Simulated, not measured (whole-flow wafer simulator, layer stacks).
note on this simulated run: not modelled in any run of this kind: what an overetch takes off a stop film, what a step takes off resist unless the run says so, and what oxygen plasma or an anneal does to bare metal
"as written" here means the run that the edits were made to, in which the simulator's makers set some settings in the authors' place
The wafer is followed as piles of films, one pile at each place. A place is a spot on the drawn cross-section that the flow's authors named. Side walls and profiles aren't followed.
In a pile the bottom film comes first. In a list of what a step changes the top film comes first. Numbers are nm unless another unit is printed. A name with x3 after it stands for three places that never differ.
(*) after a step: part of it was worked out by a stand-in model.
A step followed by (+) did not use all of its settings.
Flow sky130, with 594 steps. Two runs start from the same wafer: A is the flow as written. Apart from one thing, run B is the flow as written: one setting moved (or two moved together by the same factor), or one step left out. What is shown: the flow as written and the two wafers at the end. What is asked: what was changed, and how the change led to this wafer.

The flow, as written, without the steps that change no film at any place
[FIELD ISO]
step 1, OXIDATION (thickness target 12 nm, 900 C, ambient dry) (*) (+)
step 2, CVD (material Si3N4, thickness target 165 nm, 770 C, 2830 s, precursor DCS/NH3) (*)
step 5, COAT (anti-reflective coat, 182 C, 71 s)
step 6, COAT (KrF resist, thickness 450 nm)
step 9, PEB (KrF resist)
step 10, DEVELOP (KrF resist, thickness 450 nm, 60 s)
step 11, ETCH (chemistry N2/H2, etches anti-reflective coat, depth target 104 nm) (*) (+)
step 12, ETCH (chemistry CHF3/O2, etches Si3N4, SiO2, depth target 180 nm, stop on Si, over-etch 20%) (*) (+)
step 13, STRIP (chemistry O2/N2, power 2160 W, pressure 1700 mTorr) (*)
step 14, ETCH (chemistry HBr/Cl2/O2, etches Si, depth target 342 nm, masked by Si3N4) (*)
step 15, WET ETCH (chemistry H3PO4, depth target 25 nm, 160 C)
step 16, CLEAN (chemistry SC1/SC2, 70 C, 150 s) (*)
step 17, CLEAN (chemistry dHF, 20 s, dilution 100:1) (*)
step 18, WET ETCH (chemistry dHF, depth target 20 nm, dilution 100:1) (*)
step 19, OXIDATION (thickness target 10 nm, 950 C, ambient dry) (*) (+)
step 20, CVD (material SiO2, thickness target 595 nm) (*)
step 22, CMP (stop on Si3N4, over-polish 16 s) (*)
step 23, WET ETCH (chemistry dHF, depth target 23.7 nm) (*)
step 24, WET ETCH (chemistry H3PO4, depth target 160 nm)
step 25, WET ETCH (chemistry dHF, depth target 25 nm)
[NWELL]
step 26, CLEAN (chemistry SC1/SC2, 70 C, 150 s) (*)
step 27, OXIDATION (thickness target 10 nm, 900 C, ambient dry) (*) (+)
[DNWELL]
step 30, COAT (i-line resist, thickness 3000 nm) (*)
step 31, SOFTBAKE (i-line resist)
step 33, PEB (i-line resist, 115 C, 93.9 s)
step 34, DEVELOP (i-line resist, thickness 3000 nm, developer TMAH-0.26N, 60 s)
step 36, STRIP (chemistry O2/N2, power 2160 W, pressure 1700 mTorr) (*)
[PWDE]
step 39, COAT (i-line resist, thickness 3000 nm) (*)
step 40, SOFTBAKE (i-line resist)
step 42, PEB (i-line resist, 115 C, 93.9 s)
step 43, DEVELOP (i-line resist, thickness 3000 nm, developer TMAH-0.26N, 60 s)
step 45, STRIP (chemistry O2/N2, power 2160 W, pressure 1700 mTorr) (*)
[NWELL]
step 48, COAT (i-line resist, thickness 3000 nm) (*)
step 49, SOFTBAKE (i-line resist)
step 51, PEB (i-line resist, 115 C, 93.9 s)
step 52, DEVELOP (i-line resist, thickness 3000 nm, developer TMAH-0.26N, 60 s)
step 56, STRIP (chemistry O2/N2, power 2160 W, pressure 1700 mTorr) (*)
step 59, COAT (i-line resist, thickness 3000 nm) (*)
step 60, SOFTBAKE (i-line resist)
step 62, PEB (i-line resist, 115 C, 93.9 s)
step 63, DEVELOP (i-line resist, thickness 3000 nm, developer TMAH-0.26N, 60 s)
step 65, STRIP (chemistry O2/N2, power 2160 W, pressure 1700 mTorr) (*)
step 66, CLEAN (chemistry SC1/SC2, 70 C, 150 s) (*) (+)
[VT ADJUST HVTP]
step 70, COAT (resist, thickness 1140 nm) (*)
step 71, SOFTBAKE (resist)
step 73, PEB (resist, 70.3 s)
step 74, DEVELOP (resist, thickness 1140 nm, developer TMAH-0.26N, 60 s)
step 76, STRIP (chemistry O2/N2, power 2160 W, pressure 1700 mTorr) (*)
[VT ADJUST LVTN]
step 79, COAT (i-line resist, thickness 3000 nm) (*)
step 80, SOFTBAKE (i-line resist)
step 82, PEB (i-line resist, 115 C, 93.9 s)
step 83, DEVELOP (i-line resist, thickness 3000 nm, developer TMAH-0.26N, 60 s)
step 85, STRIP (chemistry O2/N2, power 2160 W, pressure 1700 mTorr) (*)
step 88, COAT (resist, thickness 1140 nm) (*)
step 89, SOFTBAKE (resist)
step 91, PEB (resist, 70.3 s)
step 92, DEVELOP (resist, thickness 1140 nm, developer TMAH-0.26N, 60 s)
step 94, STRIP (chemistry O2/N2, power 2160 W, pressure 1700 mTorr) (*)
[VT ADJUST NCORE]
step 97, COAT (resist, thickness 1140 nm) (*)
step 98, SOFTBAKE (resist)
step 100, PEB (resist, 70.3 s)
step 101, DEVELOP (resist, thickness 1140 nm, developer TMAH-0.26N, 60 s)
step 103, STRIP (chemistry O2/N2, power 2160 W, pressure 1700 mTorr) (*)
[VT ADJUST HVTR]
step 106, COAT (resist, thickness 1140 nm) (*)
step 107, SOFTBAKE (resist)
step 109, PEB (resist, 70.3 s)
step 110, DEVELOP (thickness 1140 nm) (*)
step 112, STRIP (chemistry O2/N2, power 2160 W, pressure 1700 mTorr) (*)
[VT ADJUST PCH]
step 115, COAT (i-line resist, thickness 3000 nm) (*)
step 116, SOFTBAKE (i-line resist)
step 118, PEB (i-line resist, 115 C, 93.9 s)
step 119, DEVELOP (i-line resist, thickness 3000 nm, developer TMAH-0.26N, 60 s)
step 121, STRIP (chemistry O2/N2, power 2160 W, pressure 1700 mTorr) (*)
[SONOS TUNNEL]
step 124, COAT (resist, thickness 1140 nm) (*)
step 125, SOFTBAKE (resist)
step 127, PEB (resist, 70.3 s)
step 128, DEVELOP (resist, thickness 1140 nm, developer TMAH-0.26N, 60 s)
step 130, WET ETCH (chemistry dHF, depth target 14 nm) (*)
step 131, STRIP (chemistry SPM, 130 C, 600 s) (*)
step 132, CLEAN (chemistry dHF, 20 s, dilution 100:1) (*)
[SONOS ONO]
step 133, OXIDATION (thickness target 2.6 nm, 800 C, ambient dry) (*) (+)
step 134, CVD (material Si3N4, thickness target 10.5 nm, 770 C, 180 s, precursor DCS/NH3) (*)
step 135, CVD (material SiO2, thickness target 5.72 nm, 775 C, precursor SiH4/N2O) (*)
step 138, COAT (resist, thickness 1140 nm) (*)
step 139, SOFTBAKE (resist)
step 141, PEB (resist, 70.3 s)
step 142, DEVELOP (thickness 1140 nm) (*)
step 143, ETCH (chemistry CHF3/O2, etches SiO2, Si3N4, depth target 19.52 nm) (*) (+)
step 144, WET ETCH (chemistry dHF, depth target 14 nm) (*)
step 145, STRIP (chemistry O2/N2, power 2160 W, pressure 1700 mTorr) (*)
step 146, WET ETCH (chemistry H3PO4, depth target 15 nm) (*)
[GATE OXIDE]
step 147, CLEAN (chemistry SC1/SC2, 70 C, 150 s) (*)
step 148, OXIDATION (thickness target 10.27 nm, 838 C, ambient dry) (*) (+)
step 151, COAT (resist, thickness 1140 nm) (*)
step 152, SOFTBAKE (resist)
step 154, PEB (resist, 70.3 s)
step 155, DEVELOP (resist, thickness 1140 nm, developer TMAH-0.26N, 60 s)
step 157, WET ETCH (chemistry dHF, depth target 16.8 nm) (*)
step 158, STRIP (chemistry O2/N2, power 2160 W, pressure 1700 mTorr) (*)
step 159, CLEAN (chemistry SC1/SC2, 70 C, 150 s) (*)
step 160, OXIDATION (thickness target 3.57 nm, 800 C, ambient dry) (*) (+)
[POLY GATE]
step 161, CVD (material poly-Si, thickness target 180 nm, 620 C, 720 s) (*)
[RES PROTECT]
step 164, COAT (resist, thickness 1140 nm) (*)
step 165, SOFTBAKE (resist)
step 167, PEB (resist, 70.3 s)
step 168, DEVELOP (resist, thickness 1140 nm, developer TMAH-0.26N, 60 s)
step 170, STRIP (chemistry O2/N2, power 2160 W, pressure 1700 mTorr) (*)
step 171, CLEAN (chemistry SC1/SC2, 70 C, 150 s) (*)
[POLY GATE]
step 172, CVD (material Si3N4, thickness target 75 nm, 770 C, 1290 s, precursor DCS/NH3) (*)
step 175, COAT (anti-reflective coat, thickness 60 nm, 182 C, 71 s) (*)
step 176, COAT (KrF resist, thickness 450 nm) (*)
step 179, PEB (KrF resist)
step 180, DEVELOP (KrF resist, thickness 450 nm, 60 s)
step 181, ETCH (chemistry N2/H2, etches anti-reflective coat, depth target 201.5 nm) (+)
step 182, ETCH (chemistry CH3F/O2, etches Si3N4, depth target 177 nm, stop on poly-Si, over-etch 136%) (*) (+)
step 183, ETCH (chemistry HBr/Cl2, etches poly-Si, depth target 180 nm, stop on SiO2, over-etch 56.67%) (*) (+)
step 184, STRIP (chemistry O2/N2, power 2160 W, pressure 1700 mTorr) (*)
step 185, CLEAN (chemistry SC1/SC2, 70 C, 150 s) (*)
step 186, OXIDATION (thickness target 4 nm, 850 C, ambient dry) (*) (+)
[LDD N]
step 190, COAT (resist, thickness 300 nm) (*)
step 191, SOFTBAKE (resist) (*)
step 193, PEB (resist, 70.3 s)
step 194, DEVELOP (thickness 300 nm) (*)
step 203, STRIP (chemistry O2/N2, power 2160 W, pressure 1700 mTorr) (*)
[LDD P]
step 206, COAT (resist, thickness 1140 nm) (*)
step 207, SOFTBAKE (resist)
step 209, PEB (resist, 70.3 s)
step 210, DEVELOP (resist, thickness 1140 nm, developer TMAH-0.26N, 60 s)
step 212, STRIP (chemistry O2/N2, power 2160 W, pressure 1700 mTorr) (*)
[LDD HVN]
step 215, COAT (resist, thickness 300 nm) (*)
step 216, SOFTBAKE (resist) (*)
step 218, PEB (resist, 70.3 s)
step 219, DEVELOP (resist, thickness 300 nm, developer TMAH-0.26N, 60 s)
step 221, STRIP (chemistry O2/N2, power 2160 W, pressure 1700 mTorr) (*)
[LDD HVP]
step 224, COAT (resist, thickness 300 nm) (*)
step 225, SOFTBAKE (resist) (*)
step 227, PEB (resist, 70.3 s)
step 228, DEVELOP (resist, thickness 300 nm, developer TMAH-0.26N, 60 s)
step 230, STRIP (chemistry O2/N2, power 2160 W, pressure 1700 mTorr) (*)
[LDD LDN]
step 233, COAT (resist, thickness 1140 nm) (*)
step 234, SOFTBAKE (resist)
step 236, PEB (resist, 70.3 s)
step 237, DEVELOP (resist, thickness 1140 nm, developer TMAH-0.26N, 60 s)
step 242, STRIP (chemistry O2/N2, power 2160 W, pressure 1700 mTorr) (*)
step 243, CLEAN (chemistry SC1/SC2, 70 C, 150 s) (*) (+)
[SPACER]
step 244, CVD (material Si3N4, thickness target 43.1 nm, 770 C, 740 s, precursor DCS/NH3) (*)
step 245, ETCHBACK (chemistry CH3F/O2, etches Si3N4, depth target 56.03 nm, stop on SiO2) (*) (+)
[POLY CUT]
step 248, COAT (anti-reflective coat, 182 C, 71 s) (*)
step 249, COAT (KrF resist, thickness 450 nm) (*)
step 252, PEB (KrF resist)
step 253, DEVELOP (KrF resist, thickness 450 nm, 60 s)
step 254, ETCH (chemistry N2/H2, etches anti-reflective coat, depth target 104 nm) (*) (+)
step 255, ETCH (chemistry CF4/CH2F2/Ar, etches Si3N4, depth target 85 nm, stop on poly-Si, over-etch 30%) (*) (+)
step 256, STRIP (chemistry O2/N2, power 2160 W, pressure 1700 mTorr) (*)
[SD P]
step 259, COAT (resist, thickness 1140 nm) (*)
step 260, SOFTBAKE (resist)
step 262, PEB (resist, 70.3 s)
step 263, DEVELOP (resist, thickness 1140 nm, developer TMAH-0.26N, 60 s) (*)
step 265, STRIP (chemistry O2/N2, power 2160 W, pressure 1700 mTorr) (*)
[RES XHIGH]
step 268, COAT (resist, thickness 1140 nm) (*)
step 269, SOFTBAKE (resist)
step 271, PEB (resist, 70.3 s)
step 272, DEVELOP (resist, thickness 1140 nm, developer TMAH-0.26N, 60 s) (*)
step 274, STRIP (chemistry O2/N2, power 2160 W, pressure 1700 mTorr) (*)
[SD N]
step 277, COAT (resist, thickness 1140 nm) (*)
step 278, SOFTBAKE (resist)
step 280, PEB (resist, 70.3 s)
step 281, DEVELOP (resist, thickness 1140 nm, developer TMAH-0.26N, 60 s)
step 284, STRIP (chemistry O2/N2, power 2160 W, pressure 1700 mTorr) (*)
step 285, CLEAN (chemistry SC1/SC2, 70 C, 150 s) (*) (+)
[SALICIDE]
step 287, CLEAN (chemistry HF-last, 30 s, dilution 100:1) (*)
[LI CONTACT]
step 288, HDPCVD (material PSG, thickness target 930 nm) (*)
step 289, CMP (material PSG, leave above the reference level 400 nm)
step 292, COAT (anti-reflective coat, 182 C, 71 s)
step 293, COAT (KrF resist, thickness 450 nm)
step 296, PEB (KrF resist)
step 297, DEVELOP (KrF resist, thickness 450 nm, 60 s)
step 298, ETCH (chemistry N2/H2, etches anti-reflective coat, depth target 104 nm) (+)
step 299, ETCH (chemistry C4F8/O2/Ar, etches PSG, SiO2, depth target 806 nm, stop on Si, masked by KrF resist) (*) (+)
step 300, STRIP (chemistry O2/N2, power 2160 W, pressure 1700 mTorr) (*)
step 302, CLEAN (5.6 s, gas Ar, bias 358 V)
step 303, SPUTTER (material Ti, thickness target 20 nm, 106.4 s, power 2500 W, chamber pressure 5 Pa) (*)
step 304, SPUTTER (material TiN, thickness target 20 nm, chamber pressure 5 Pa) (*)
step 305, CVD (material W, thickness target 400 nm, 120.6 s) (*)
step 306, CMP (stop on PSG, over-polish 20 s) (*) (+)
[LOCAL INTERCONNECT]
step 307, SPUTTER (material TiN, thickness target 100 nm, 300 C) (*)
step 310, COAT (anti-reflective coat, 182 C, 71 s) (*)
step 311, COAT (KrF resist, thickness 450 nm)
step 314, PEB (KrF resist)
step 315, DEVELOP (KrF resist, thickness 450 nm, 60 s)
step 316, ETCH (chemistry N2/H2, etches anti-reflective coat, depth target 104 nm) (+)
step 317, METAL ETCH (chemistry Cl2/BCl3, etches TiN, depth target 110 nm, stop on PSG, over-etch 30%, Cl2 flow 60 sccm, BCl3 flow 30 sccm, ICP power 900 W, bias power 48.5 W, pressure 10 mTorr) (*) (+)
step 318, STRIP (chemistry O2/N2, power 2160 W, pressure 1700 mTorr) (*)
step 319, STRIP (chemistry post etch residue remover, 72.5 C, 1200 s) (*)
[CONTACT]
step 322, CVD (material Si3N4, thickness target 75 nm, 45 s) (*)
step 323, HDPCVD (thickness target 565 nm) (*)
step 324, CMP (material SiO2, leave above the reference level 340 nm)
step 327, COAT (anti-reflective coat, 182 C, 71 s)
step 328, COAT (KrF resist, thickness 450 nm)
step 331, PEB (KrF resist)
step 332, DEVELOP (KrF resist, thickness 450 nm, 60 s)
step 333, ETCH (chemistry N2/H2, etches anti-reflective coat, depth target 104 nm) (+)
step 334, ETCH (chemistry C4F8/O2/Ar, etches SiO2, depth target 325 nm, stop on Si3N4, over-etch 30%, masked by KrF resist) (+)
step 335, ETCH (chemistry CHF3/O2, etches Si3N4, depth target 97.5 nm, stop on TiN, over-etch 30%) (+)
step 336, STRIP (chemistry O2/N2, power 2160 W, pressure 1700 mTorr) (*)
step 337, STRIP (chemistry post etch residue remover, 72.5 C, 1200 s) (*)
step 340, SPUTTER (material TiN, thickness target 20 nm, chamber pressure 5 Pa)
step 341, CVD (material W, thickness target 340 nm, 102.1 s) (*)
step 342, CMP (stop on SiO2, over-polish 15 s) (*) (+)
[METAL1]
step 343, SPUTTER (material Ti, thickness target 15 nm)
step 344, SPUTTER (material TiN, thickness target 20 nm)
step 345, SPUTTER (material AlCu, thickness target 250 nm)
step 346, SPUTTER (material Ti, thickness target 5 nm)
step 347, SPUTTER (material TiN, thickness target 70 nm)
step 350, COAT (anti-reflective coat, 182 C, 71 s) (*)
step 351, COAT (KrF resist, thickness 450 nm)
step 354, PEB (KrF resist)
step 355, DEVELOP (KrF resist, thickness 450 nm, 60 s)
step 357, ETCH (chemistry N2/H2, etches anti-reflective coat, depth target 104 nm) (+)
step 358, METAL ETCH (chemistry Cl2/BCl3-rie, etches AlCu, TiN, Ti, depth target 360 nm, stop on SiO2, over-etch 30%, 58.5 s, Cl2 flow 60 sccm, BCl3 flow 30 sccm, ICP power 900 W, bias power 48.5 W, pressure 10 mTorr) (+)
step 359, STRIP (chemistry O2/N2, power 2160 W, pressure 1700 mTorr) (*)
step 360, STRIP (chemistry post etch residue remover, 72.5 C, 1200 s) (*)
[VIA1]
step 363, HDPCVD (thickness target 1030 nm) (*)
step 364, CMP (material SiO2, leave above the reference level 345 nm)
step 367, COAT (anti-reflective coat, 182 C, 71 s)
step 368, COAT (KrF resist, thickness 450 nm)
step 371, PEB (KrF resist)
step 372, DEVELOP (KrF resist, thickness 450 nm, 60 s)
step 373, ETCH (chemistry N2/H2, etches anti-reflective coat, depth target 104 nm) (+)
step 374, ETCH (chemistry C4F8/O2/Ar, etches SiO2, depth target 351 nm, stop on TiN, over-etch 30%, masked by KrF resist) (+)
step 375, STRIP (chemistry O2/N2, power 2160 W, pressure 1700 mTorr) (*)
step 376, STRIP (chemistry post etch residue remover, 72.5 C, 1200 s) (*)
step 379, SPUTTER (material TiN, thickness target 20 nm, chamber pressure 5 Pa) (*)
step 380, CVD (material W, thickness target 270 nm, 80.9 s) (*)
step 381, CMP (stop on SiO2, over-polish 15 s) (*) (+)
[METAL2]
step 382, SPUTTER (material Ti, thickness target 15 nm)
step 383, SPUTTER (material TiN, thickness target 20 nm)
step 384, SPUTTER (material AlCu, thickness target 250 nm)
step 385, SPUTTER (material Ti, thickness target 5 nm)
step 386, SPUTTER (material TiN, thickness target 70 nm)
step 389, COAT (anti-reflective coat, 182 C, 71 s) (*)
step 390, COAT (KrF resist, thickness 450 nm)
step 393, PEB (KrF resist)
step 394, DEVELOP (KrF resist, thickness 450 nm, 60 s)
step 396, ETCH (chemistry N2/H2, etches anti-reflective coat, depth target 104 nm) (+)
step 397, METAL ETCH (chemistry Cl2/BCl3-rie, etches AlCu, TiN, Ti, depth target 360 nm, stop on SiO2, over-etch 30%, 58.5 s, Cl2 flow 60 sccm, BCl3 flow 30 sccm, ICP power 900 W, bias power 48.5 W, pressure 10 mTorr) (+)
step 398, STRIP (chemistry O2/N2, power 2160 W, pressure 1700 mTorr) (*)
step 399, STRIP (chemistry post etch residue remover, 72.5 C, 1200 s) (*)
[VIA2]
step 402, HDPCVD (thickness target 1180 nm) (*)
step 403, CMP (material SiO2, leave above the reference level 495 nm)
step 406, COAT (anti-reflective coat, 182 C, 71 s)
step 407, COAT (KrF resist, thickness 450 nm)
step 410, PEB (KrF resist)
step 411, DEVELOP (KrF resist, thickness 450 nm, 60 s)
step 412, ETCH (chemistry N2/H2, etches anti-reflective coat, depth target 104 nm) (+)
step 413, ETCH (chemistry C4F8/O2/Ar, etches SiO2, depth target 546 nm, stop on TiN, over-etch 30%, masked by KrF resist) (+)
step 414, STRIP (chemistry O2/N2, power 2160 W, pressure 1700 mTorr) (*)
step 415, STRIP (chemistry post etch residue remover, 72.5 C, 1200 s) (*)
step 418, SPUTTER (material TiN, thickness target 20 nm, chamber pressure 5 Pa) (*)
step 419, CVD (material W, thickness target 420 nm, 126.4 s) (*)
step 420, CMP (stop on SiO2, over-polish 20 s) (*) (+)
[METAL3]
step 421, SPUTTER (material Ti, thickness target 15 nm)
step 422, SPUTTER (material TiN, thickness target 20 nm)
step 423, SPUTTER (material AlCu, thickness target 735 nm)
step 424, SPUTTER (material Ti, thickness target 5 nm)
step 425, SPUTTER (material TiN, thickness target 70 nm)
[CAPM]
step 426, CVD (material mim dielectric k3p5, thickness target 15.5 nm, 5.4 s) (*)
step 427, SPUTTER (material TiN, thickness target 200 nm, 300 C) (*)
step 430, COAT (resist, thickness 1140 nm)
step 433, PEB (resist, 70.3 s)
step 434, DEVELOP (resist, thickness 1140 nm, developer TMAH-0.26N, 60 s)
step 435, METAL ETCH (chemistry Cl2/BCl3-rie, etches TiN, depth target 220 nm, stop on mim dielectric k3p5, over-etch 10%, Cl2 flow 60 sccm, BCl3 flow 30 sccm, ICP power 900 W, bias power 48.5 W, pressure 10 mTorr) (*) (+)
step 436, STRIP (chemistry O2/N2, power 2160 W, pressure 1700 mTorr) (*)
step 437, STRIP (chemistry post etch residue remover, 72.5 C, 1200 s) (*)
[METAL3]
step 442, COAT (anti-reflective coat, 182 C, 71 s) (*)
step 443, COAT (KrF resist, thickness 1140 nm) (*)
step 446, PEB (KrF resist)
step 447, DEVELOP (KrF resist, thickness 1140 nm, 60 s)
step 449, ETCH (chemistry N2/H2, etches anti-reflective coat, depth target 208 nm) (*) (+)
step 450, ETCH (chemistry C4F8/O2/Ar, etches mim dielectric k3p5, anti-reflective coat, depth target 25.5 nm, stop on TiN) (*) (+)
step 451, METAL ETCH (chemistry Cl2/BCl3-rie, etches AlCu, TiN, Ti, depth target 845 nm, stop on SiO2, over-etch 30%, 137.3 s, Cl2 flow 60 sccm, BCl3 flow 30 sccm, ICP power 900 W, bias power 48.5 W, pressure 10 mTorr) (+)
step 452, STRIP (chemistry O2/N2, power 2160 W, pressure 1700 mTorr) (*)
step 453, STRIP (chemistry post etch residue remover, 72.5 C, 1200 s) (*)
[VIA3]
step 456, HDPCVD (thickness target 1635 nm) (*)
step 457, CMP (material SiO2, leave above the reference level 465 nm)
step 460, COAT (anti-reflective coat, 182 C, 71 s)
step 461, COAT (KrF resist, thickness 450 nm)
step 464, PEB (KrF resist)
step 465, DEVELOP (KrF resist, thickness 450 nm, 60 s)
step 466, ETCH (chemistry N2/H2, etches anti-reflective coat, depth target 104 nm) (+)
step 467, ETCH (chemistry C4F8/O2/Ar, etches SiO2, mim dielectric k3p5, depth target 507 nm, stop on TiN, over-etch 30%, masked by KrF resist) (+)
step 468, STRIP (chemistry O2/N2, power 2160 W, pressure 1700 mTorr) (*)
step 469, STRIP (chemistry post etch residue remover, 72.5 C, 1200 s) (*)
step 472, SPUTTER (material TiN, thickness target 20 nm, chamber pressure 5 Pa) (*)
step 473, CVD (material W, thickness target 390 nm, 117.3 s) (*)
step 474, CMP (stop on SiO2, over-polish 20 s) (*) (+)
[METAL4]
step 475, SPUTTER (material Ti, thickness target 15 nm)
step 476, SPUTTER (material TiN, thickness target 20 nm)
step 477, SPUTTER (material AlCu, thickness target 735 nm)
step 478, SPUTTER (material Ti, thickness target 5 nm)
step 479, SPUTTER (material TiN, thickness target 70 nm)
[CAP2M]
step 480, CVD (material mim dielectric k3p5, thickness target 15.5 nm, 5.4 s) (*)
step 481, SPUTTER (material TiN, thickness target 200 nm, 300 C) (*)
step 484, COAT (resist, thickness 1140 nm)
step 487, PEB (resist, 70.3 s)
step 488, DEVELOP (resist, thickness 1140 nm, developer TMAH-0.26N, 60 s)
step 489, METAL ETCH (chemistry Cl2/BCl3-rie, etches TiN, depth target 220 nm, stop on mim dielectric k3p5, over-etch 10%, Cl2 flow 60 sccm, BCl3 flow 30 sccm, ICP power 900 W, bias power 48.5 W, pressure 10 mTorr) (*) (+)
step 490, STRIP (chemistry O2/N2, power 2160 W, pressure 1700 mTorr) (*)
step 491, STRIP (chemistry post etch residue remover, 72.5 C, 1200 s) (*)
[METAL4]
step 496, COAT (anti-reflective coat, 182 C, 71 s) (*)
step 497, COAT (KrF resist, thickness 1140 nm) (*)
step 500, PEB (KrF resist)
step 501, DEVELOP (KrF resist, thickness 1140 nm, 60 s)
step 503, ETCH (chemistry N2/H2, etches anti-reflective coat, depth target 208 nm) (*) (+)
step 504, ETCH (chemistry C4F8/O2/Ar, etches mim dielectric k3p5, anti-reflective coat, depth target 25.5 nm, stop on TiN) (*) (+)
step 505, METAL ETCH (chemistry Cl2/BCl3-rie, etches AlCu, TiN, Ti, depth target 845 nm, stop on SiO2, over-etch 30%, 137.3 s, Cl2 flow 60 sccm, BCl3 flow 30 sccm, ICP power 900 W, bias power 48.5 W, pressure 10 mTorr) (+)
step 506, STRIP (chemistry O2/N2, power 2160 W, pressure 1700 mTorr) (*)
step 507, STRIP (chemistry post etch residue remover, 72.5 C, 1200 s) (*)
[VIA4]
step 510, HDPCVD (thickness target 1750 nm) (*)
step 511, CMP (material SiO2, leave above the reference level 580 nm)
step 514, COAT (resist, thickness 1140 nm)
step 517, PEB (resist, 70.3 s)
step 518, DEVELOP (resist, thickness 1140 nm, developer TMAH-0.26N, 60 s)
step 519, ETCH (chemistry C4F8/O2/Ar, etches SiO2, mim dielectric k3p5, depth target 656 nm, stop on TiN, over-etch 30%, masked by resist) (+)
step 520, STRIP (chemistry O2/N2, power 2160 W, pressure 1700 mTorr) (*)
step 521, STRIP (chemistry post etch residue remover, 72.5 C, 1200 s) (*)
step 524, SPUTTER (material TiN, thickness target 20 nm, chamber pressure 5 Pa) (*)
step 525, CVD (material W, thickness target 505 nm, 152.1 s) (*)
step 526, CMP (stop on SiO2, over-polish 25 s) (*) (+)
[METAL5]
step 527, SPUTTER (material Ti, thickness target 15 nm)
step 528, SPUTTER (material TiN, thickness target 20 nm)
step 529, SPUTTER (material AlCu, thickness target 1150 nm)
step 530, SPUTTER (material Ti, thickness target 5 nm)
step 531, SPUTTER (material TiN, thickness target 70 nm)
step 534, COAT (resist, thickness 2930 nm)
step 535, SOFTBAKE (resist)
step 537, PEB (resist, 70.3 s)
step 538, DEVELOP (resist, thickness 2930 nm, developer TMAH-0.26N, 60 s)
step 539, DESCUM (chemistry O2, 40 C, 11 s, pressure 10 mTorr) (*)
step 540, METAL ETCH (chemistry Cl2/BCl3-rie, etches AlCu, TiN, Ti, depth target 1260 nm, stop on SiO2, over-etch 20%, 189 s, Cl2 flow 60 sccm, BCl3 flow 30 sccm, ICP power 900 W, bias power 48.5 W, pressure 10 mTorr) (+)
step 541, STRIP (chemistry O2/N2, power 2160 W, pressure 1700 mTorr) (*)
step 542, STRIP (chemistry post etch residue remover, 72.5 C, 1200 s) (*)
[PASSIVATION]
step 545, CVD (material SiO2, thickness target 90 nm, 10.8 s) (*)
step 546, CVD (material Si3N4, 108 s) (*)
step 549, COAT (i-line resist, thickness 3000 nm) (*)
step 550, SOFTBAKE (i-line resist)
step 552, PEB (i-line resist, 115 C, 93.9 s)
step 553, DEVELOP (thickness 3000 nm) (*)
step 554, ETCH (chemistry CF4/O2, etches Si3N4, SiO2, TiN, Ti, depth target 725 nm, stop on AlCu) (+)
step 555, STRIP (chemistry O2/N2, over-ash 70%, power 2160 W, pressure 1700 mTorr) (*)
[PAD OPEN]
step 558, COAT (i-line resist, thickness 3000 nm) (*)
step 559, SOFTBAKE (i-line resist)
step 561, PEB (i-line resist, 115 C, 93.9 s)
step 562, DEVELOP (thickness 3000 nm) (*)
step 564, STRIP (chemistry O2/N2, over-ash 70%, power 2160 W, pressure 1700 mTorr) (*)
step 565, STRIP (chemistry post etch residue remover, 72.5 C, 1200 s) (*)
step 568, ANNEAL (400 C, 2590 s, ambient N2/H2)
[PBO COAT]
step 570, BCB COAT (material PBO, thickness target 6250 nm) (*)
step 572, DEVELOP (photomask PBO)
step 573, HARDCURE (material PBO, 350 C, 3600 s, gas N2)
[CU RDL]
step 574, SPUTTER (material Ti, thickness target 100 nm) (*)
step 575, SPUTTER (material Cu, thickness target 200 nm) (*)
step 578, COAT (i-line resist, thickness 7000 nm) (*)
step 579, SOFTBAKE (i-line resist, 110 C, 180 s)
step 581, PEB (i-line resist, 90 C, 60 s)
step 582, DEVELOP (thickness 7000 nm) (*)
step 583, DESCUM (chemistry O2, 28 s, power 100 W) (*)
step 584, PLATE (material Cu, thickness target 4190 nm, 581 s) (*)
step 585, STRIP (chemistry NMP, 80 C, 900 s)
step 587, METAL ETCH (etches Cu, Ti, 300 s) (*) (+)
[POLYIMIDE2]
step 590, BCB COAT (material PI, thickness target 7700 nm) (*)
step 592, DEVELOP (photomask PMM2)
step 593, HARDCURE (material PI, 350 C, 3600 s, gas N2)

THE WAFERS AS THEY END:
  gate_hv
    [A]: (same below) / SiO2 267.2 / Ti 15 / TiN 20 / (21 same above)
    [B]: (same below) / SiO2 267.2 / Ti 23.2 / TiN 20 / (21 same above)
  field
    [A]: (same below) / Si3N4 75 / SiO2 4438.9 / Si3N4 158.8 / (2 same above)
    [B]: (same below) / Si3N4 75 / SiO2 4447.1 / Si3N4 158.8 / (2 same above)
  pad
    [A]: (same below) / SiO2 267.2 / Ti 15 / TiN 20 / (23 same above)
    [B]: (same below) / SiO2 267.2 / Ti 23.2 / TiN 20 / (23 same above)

What caused this: step 382, SPUTTER: thickness target 23.2 nm was run, though the flow has thickness target 15 nm.
The wafer itself shows it: gate_hv has Ti 23.2, and step 382 as written asks for 15 nm.

Step by step, how the change led to this:
  step 382, SPUTTER (material Ti, thickness target 15 nm)
      field, active, n_well and 188 more: A Ti gains 15 (new film) | B Ti gains 23.2 (new film)
  step 397, METAL ETCH (chemistry Cl2/BCl3-rie, etches AlCu, TiN, Ti, depth target 360 nm, stop on SiO2, over-etch 30%, 58.5 s, Cl2 flow 60 sccm, BCl3 flow 30 sccm, ICP power 900 W, bias power 48.5 W, pressure 10 mTorr) (+)
      field, active, gate and 82 more: A TiN loses 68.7 (all of it), Ti loses 5 (all of it), AlCu loses 250 (all of it), TiN loses 20 (all of it), Ti loses 15 (all of it), SiO2 loses 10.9 | B TiN loses 68.7 (all of it), Ti loses 5 (all of it), AlCu loses 250 (all of it), TiN loses 20 (all of it), Ti loses 23.2 (all of it), SiO2 loses 10.1
